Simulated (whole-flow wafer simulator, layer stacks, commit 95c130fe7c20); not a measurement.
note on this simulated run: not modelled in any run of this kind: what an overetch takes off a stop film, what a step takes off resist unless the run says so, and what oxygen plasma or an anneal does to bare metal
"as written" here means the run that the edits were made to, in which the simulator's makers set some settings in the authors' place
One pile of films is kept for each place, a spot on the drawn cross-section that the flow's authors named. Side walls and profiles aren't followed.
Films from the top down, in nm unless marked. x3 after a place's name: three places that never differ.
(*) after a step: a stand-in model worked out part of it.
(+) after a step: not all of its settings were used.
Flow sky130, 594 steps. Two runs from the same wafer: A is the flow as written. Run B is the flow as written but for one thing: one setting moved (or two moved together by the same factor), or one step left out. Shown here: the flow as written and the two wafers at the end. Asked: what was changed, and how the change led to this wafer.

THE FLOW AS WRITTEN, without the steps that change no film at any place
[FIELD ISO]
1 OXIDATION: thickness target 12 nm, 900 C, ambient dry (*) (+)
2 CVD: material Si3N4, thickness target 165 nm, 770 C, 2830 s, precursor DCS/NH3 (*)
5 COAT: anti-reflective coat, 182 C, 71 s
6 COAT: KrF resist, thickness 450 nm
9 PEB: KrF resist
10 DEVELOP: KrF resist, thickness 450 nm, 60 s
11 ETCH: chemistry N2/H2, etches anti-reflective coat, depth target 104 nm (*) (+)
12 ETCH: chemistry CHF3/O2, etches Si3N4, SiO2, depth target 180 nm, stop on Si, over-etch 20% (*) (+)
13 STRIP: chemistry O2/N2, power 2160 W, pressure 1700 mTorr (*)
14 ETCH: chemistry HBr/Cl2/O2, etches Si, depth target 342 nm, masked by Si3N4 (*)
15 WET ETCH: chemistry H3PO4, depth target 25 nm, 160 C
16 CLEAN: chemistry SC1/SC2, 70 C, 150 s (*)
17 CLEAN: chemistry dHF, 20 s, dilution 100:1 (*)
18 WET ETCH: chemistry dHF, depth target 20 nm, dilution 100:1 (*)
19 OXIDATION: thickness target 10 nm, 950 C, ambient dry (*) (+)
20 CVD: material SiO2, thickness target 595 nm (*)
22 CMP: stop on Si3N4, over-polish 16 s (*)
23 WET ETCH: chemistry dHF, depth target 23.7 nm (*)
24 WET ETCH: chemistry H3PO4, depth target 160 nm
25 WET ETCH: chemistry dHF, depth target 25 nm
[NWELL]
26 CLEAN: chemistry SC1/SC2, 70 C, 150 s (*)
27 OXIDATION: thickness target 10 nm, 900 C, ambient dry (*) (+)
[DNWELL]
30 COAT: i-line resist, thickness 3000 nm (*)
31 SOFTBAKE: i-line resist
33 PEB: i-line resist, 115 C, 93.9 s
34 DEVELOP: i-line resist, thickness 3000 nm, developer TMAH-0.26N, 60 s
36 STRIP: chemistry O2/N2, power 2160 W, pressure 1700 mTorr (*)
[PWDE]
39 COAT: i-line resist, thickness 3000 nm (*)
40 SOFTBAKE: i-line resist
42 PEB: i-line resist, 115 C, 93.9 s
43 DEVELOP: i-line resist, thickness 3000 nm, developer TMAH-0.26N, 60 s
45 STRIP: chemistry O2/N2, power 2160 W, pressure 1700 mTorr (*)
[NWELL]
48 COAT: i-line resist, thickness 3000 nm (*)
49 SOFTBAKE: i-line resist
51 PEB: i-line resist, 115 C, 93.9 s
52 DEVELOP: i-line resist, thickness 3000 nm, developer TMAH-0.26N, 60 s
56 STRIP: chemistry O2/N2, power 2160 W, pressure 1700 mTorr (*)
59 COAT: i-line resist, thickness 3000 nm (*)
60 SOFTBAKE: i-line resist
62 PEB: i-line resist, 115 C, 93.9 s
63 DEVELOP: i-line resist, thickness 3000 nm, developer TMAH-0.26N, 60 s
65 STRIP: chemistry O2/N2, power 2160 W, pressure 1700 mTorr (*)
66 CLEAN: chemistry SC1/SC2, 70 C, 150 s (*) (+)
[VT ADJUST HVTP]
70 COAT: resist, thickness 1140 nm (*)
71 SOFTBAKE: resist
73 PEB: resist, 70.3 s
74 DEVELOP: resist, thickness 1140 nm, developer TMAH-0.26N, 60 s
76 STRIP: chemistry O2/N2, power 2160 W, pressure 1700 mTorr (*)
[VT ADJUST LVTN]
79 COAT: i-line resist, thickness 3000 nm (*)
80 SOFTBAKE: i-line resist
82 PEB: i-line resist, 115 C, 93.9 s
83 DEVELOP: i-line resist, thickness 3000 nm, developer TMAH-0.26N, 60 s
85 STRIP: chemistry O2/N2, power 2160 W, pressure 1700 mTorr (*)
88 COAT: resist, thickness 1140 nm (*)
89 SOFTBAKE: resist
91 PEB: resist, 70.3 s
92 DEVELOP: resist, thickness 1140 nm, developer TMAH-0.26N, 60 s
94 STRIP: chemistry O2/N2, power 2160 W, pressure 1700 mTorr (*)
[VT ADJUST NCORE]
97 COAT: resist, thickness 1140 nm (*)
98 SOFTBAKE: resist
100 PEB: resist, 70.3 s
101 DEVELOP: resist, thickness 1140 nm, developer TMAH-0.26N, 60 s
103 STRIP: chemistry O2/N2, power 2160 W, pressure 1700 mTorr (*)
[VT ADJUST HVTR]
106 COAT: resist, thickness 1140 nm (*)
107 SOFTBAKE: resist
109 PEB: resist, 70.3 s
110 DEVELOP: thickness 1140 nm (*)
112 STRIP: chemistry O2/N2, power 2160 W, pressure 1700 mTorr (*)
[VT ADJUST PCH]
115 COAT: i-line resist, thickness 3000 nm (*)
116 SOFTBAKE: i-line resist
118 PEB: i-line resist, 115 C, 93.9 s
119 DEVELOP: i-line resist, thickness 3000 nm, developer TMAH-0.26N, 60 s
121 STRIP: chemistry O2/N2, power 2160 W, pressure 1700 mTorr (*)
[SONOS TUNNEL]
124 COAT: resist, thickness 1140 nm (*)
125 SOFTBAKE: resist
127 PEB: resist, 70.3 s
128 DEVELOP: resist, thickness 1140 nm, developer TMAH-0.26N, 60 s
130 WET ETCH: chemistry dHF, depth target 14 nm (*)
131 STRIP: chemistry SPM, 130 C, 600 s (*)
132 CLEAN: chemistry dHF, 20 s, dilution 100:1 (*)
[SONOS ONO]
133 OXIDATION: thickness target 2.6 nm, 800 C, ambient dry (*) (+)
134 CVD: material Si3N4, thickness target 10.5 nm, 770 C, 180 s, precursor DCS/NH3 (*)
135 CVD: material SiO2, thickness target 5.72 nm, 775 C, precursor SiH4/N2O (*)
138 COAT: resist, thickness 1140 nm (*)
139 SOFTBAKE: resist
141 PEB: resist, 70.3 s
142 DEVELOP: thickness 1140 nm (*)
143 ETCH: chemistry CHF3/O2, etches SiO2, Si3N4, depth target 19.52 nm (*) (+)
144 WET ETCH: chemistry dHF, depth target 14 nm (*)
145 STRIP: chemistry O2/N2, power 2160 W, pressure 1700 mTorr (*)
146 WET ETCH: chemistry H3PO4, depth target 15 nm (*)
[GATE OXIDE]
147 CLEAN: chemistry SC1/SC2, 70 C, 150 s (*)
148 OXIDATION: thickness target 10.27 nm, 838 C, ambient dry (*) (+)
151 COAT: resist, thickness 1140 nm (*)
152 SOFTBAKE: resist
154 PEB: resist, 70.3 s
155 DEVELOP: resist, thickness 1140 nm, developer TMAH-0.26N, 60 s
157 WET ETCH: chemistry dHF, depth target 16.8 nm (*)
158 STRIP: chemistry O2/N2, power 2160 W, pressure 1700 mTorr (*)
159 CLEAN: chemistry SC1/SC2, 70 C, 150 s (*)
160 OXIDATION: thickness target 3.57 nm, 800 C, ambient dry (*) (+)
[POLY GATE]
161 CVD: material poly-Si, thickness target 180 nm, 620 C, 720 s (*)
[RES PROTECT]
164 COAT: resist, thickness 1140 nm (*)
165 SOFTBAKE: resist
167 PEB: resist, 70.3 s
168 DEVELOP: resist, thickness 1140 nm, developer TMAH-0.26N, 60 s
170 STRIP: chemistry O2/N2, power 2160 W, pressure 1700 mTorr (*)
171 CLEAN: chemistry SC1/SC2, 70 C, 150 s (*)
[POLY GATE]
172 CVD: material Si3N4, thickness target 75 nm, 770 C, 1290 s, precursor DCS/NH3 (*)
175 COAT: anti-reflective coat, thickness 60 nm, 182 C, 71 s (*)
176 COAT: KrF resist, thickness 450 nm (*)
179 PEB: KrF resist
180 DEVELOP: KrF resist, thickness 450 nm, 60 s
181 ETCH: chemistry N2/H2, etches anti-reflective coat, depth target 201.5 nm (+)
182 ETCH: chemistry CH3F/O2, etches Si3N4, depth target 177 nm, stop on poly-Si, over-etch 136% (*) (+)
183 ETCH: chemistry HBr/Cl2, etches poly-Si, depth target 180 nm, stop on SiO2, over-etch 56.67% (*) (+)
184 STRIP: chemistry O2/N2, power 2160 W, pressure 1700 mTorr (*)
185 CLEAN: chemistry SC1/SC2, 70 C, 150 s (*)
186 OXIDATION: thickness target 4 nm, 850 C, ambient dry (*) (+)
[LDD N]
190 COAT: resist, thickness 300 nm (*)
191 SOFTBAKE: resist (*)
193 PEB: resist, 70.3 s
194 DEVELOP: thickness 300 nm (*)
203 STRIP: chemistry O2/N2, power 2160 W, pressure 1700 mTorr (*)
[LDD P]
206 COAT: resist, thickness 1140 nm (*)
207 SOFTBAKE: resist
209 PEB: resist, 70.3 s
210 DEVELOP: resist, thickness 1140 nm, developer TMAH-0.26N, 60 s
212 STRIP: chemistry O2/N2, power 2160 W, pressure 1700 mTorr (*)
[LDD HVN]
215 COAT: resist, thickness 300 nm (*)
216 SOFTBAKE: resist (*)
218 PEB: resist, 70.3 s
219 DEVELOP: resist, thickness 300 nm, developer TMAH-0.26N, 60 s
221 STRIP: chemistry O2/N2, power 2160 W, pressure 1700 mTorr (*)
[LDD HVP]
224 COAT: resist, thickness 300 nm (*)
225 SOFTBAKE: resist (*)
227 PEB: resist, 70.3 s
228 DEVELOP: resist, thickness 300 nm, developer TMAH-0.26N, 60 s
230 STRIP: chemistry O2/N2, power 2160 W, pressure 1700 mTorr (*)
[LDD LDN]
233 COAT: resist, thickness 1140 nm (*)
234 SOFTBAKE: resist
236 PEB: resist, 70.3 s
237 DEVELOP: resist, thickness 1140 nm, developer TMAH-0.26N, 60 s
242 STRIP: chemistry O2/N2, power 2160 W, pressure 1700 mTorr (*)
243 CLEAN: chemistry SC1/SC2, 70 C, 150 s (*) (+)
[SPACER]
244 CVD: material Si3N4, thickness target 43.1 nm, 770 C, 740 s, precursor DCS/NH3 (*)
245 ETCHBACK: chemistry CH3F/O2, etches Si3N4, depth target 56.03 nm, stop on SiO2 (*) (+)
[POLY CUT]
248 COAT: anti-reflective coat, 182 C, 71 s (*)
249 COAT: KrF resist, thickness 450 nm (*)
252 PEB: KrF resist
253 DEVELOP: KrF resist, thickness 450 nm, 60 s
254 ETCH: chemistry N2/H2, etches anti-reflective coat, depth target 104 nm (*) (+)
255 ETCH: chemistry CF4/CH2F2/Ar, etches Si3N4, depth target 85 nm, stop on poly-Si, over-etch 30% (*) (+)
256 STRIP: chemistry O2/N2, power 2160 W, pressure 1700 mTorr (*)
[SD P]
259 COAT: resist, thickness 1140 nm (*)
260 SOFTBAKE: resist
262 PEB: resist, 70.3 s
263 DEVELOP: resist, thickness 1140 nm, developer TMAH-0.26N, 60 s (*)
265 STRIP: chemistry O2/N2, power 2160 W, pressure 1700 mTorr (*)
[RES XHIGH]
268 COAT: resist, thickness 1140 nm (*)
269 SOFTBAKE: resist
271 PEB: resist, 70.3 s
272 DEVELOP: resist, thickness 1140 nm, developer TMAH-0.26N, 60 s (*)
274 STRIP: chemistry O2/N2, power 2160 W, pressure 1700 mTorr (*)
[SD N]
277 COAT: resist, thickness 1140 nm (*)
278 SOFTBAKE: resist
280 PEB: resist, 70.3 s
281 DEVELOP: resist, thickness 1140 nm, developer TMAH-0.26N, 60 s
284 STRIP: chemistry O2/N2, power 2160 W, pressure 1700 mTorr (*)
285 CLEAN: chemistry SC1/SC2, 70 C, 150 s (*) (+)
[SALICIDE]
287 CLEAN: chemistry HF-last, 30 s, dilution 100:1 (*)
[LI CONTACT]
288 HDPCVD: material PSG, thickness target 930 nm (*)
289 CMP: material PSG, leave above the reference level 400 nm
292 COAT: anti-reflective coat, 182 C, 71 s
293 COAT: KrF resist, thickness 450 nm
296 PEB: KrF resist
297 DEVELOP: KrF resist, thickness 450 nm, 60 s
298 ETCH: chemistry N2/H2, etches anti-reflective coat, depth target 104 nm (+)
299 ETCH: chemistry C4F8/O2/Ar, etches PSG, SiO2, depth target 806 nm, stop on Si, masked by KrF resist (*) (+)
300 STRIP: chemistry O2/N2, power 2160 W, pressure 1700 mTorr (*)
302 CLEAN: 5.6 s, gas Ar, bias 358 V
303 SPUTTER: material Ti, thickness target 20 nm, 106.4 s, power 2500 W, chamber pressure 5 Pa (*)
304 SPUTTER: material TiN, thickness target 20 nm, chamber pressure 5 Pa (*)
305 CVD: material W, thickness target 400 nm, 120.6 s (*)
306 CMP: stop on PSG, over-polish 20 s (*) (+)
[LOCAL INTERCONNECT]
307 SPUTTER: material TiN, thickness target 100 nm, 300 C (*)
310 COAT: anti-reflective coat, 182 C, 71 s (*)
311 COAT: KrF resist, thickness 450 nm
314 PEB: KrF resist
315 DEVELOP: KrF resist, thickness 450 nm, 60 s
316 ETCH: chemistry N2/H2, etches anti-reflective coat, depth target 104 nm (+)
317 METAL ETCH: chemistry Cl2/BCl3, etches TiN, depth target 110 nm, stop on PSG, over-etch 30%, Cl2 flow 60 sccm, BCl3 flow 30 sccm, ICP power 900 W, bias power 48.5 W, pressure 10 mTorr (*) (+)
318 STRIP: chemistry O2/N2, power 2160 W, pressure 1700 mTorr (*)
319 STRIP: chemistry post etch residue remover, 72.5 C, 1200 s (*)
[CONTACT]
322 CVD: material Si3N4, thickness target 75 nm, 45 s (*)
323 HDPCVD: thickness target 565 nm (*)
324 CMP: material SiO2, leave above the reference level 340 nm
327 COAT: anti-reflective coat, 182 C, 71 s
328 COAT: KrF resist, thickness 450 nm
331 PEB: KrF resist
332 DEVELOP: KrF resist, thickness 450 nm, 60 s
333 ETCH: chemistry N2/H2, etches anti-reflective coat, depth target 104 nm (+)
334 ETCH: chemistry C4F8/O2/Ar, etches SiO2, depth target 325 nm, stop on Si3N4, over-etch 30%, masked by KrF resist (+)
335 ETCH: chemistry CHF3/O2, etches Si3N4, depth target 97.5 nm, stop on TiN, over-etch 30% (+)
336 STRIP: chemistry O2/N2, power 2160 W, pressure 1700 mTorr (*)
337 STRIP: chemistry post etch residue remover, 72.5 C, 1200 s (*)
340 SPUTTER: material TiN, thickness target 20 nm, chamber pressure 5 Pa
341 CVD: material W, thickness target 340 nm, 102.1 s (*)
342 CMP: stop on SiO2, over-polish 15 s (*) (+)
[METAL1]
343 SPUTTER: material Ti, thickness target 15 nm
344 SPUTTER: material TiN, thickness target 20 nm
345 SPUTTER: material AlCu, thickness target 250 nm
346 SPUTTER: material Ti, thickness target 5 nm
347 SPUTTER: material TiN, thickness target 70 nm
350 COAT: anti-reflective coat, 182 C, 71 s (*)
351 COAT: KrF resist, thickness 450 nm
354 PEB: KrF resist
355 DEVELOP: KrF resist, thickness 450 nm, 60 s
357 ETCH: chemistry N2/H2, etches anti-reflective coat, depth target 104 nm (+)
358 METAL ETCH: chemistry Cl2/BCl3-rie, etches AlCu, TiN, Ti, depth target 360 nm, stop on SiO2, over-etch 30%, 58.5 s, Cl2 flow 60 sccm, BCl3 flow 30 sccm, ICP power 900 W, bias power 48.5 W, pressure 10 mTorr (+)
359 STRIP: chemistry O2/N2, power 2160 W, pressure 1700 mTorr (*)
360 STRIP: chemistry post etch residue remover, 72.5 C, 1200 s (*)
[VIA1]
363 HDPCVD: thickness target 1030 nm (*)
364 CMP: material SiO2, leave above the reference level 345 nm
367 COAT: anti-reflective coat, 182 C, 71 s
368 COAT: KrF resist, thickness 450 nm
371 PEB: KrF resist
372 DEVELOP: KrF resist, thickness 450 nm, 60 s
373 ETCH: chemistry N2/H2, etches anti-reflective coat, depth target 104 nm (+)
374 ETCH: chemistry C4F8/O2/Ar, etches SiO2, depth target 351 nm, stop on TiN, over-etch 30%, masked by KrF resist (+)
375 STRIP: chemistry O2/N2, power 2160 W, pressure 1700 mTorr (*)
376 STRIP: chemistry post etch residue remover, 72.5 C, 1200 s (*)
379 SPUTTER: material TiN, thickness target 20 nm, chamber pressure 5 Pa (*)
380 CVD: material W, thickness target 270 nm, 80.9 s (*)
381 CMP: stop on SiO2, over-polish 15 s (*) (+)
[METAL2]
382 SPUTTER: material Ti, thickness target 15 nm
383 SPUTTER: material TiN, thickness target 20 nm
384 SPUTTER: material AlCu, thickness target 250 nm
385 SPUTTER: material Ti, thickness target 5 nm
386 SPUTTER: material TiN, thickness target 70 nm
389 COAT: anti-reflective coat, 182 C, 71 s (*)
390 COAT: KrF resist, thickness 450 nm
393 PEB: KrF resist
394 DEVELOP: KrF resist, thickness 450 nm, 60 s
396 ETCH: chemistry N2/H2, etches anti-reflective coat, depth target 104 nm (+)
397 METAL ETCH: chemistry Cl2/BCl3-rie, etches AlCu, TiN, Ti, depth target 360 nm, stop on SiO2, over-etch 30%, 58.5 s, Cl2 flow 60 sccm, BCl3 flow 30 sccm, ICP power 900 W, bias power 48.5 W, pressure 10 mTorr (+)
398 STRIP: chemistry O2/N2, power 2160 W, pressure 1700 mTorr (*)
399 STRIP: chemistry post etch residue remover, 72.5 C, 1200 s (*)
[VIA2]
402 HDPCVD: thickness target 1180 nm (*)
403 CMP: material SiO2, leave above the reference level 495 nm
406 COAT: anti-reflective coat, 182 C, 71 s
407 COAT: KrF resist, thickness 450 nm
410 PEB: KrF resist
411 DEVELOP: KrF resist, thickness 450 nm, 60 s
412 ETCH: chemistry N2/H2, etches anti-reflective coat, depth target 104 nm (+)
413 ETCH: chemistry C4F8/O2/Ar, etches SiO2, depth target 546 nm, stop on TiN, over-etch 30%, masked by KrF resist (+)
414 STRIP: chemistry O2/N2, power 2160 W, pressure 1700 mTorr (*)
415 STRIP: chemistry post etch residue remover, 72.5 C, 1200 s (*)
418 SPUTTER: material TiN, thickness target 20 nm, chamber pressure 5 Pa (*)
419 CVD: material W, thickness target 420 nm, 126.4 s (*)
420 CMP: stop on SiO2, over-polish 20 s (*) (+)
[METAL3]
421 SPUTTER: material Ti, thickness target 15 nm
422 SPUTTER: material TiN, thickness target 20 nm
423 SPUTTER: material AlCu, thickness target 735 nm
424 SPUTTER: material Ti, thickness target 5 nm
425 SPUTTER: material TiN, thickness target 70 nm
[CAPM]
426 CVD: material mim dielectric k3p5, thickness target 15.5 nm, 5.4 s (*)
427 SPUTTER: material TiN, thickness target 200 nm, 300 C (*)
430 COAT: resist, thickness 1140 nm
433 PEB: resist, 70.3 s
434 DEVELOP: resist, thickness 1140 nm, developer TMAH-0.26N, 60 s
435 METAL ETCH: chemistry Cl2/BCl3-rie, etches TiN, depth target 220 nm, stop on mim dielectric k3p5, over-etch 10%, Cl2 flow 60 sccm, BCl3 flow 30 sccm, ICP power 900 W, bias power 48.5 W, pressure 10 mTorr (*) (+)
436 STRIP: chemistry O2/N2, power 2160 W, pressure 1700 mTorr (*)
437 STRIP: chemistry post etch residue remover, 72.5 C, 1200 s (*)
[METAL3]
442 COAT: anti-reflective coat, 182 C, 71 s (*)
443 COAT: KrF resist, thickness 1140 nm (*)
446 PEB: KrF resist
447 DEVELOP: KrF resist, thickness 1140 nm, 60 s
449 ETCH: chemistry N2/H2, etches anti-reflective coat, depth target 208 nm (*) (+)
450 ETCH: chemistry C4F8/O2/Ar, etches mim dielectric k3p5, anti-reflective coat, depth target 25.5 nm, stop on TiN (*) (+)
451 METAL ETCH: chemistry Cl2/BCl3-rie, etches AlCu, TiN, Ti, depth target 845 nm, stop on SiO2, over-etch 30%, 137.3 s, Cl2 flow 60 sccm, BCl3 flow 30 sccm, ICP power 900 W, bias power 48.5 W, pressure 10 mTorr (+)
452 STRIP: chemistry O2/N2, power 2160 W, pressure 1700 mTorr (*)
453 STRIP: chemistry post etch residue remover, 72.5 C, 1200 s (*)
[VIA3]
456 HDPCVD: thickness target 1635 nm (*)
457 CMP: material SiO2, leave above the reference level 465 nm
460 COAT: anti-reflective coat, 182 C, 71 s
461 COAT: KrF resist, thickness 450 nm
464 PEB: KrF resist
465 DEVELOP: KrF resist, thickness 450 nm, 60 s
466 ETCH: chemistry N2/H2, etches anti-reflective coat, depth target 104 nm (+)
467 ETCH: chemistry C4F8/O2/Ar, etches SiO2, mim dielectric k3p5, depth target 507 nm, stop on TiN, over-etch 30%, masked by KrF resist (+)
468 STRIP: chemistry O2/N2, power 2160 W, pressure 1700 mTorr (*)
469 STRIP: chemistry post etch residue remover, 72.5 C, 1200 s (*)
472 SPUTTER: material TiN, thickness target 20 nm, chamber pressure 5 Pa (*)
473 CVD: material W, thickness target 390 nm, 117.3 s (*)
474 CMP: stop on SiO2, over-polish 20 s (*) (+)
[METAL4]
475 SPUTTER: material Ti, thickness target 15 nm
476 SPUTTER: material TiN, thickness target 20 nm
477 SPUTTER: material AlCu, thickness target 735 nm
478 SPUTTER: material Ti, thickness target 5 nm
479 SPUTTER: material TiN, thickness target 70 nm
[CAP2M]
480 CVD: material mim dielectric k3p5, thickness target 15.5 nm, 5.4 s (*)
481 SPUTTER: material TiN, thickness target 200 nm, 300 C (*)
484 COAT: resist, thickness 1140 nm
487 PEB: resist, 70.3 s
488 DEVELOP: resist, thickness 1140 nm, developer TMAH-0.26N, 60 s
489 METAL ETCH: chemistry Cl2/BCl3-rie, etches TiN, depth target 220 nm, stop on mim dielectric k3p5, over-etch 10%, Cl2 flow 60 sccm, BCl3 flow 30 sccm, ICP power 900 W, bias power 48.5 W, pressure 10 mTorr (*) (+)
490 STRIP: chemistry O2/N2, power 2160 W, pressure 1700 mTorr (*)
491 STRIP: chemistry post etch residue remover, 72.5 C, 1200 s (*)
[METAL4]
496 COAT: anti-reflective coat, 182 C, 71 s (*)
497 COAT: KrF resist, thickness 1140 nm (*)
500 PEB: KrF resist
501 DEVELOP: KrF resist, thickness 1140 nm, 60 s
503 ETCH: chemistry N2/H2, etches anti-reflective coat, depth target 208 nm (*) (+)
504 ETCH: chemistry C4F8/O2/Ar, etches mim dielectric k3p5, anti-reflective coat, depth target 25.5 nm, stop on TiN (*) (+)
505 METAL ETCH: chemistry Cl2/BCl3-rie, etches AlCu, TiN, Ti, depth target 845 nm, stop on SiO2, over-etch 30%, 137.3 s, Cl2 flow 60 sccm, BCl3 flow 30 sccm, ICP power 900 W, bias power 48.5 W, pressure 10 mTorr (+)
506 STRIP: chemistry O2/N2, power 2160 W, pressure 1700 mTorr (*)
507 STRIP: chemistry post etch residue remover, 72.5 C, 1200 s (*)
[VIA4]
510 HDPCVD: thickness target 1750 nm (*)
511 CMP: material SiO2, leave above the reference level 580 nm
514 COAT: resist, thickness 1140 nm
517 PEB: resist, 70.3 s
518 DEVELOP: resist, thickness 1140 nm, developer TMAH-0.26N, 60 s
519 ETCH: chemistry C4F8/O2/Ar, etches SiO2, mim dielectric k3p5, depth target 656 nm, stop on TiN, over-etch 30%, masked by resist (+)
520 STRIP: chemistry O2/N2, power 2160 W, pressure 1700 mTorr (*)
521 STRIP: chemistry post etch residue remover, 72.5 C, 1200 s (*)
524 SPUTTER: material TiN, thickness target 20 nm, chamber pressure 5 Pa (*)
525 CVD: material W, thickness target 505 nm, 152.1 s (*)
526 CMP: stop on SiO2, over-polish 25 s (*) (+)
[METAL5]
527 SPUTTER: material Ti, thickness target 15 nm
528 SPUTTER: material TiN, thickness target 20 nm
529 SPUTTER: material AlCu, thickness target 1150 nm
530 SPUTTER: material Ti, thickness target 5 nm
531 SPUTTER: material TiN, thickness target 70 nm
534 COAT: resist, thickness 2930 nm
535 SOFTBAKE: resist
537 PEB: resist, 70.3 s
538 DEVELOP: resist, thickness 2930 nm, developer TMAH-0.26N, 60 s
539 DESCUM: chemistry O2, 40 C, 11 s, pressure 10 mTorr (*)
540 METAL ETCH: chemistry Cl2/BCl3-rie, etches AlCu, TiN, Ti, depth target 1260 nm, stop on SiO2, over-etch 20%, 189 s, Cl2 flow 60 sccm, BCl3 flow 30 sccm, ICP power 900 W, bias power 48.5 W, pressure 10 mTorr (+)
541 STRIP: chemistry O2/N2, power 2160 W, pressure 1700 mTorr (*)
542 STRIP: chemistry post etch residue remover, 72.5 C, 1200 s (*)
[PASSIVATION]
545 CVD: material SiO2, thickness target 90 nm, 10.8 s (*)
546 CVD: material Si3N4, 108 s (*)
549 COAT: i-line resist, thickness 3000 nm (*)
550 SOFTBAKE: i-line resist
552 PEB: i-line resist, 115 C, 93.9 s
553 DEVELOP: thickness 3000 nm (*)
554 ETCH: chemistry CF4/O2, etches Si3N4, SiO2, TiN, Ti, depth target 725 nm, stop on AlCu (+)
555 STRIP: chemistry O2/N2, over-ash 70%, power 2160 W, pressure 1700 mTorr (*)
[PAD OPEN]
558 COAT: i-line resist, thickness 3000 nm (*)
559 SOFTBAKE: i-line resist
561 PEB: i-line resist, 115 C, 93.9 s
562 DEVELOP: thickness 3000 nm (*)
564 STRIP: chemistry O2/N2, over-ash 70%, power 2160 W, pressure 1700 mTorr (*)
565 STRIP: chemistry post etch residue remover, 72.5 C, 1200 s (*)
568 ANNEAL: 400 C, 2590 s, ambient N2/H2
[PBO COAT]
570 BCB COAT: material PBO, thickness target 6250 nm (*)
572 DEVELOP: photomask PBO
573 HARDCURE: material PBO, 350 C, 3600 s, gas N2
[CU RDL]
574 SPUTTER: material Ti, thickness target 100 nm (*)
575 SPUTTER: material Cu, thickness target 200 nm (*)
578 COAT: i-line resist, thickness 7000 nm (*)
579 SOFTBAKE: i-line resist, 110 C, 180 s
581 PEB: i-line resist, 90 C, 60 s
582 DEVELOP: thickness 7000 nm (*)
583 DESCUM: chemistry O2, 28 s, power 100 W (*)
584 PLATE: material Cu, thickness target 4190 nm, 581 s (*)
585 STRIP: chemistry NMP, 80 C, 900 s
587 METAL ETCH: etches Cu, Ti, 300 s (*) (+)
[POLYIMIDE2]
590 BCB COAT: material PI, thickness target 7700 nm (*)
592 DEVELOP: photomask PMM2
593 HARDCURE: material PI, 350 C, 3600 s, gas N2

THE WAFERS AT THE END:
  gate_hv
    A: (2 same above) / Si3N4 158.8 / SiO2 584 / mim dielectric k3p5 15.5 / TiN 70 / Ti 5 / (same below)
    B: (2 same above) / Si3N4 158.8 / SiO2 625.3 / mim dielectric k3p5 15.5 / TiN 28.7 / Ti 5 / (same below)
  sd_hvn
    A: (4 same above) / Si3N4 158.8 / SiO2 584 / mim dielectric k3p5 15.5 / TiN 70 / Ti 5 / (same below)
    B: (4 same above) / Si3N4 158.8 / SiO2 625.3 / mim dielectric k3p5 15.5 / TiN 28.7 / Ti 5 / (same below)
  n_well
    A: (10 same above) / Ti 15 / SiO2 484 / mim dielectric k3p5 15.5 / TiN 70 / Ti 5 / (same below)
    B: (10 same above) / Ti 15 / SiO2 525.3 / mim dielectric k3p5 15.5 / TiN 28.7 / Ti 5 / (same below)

The cause: step 479, SPUTTER: thickness target 28.7 nm was run, where the flow has thickness target 70 nm.
It can be read off the wafer: gate_hv has TiN 28.7, and step 479 as written asks for 70 nm.

How the change led to this, step by step:
  479 SPUTTER: material TiN, thickness target 70 nm
      field, active, n_well and 189 more: A TiN +70 (new film) | B TiN +28.7 (new film)
  505 METAL ETCH: chemistry Cl2/BCl3-rie, etches AlCu, TiN, Ti, depth target 845 nm, stop on SiO2, over-etch 30%, 137.3 s, Cl2 flow 60 sccm, BCl3 flow 30 sccm, ICP power 900 W, bias power 48.5 W, pressure 10 mTorr (+)
      field, gate, spacer and 68 more: A TiN -70 (all of it), Ti -5 (all of it), AlCu -735 (all of it), TiN -20 (all of it), Ti -15 (all of it), SiO2 -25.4 | B TiN -28.7 (all of it), Ti -5 (all of it), AlCu -735 (all of it), TiN -20 (all of it), Ti -15 (all of it), SiO2 -29.5
      active, vpp_iso1, mim_edge_plate and 14 more: A TiN -70 (all of it), Ti -5 (all of it), AlCu -735 (all of it), TiN -20 (all of it), Ti -15 (all of it), SiO2 -25.3 | B TiN -28.7 (all of it), Ti -5 (all of it), AlCu -735 (all of it), TiN -20 (all of it), Ti -15 (all of it), SiO2 -29.5
  511 CMP: material SiO2, leave above the reference level 580 nm
      n_well, p_well, gate_hv and 99 more: A SiO2 -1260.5 | B SiO2 -1219.2
      m1, via3_hole: A SiO2 -1259.9 | B SiO2 -1218.6
      (and at 1 more place)
  519 ETCH: chemistry C4F8/O2/Ar, etches SiO2, mim dielectric k3p5, depth target 656 nm, stop on TiN, over-etch 30%, masked by resist (+)
      m1: A SiO2 -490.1 (all of it), mim dielectric k3p5 -15.5 (all of it) | B SiO2 -531.4 (all of it), mim dielectric k3p5 -15.5 (all of it)
      via4_hole: A SiO2 -489.5 (all of it), mim dielectric k3p5 -15.5 (all of it) | B SiO2 -530.8 (all of it), mim dielectric k3p5 -15.5 (all of it)
  525 CVD: material W, thickness target 505 nm, 152.1 s (*)
      m1: A W +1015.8 (new film) | B W +1057.3 (new film)
      via4_hole: A W +1015.2 (new film) | B W +1056.7 (new film)
